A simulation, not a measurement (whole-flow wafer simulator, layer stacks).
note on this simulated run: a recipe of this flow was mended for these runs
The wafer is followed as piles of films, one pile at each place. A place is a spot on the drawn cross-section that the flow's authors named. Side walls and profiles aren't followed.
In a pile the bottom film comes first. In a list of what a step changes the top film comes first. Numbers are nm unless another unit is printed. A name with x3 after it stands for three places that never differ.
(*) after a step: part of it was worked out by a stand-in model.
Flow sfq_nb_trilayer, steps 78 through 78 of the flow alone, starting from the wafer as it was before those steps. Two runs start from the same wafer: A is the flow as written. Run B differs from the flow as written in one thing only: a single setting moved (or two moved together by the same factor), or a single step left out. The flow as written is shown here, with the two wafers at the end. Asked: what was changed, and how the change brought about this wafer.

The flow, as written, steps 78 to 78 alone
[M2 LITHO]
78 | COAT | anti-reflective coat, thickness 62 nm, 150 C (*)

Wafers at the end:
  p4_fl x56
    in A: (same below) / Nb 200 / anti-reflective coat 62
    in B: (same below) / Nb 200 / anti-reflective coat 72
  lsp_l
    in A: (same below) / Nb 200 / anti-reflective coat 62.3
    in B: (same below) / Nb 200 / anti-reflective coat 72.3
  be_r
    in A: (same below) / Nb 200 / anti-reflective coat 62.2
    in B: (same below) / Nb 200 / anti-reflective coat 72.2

Cause: step 78, COAT: thickness 72 nm was run, while the flow as written has thickness 62 nm.
One can read it off the wafer: p4_fl x56 has anti-reflective coat 72, and step 78 as written asks for 62 nm.

How this came from the change, step by step:
  78 | COAT | anti-reflective coat, thickness 62 nm, 150 C (*)
      p4_fl x56, wl_j_sl x16, l0r_line_l x3, m0r_space_l x2: A +62 anti-reflective coat (new film) | B +72 anti-reflective coat (new film)
      lsp_l, ln_m5, lsp_m, ln_m6, lsp_r, l0_sur, l0v: A +62.3 anti-reflective coat (new film) | B +72.3 anti-reflective coat (new film)
      (also at 22 further places)
